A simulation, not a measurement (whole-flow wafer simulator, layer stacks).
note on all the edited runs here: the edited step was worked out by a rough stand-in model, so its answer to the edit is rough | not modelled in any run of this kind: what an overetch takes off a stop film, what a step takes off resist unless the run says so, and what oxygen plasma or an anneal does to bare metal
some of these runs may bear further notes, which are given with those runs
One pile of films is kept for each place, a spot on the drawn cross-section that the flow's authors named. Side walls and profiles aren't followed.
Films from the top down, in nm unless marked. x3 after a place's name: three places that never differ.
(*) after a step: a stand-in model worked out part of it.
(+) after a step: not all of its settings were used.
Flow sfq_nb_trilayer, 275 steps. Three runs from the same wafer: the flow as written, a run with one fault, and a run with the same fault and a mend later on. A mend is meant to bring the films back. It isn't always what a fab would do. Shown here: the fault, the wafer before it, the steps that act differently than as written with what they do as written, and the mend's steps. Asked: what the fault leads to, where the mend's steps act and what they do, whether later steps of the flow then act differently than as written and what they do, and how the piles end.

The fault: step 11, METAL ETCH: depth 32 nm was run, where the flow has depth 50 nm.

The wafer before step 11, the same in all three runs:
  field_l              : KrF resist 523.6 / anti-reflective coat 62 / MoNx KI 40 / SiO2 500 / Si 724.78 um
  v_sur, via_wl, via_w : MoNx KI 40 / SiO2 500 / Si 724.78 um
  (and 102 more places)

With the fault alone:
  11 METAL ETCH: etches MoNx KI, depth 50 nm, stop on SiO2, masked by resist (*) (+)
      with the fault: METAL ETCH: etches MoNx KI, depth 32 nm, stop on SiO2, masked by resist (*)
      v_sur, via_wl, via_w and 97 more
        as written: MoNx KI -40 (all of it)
        with the fault: MoNx KI -32
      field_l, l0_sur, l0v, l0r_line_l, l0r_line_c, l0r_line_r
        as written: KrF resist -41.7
        with the fault: KrF resist -26.7
  Later steps of the flow that act differently than as written (8 more steps differ only slightly, by at most 2% or 0.5 nm, whichever is larger, and aren't shown):
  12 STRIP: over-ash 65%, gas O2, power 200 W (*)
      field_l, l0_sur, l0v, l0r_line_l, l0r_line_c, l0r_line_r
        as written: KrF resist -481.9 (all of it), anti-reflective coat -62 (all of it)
        with the fault: KrF resist -496.9 (all of it), anti-reflective coat -62 (all of it)
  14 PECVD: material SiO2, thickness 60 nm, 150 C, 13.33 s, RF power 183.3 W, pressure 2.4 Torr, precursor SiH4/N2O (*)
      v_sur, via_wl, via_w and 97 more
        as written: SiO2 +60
        with the fault: SiO2 +60 (new film)
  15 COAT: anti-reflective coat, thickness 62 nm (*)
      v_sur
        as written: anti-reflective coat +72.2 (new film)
        with the fault: anti-reflective coat +70.2 (new film)
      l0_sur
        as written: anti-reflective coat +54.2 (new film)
        with the fault: anti-reflective coat +55.6 (new film)
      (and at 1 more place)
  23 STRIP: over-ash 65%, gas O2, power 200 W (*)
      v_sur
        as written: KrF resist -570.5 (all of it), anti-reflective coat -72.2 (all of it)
        with the fault: KrF resist -568.2 (all of it), anti-reflective coat -70.2 (all of it)
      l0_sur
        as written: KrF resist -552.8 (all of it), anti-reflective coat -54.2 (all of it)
        with the fault: KrF resist -554.3 (all of it), anti-reflective coat -55.6 (all of it)
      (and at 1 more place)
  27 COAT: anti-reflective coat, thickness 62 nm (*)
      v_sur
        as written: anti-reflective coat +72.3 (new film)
        with the fault: anti-reflective coat +70.3 (new film)
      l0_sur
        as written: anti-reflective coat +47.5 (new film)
        with the fault: anti-reflective coat +48.6 (new film)
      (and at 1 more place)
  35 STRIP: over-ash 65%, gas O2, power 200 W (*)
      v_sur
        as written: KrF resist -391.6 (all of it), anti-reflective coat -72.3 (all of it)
        with the fault: KrF resist -389.6 (all of it), anti-reflective coat -70.3 (all of it)
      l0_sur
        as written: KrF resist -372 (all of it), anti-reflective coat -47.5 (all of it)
        with the fault: KrF resist -373.9 (all of it), anti-reflective coat -48.6 (all of it)
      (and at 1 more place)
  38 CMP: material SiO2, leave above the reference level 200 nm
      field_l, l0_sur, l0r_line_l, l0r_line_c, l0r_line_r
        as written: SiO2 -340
        with the fault: SiO2 -332
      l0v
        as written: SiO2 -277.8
        with the fault: SiO2 -269.8
  At the end the piles differ from the flow's by more than 2% or 0.5 nm, whichever is larger, at v_sur, via_wl, via_w and 97 more.
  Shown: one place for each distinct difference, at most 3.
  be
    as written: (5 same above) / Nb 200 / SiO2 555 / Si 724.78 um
    with the fault: (5 same above) / Nb 200 / SiO2 55 / MoNx KI 8 / SiO2 500 / Si 724.78 um
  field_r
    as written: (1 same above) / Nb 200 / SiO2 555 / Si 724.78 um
    with the fault: (1 same above) / Nb 200 / SiO2 55 / MoNx KI 8 / SiO2 500 / Si 724.78 um
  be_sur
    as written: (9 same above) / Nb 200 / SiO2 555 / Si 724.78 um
    with the fault: (9 same above) / Nb 200 / SiO2 55 / MoNx KI 8 / SiO2 500 / Si 724.78 um

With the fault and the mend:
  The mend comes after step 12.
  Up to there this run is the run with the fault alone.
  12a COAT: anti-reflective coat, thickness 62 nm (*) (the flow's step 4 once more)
      p4_fl x3, p4_w1 x9, p4_g1 x2 and 59 more
        anti-reflective coat +62 (new film)
      wire, be, be_sur and 8 more
        anti-reflective coat +63.4 (new film)
      c5j, ce_r, sp_r, be_r
        anti-reflective coat +63.3 (new film)
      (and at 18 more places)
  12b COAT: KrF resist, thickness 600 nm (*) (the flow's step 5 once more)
      p4_fl x3, p4_w1 x9, p4_g1 x2 and 59 more
        KrF resist +600 (new film)
      gap, jj_sur, ce_l and 6 more
        KrF resist +605.4 (new film)
      l0r_line_l, l0r_line_c, l0r_line_r
        KrF resist +596.6 (new film)
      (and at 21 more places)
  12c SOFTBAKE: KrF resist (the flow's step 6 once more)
      changes no film at any place that is followed
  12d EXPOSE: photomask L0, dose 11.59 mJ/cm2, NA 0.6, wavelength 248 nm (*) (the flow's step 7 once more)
      changes no film at any place that is followed
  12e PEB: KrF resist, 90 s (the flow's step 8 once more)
      p4_fl x3, p4_w1 x9, p4_g1 x2 and 62 more
        KrF resist -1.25
      v_sur, via_w, via_wr and 12 more
        KrF resist -1.27
      gap, jj_sur, ce_l and 7 more
        KrF resist -1.26
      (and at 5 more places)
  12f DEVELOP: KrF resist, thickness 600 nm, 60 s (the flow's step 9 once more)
      p4_fl x3, p4_w1 x9, p4_g1 x2 and 59 more
        KrF resist -598.7 (all of it)
      jj_sur, ce_l, c5j, ce_r, sp_r, be_r, r_sur
        KrF resist -604.1 (all of it)
      field_l, l0_sur, l0v, l0r_line_l, l0r_line_c, l0r_line_r
        KrF resist -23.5
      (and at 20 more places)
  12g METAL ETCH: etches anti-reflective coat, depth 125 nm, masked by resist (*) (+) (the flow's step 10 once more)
      p4_fl x3, p4_w1 x9, p4_g1 x2 and 59 more
        anti-reflective coat -62 (all of it)
      wire, be, be_sur and 8 more
        anti-reflective coat -63.4 (all of it)
      field_l, l0_sur, l0v, l0r_line_l, l0r_line_c, l0r_line_r
        KrF resist -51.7
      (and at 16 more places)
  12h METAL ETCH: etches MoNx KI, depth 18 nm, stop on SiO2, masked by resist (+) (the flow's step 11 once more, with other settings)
      v_sur, via_wl, via_w and 97 more
        MoNx KI -8 (all of it)
      field_l, l0_sur, l0v, l0r_line_l, l0r_line_c, l0r_line_r
        KrF resist -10
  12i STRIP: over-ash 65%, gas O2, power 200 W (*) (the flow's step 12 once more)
      l0r_line_l, l0r_line_c, l0r_line_r
        KrF resist -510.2 (all of it), anti-reflective coat -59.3 (all of it)
      field_l
        KrF resist -506.1 (all of it), anti-reflective coat -57.4 (all of it)
      l0_sur
        KrF resist -507.5 (all of it), anti-reflective coat -55.1 (all of it)
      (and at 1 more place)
  No later step of the flow acts differently than as written at any place that is followed.
  At the end the piles are the same as the flow's at every place that both follow.
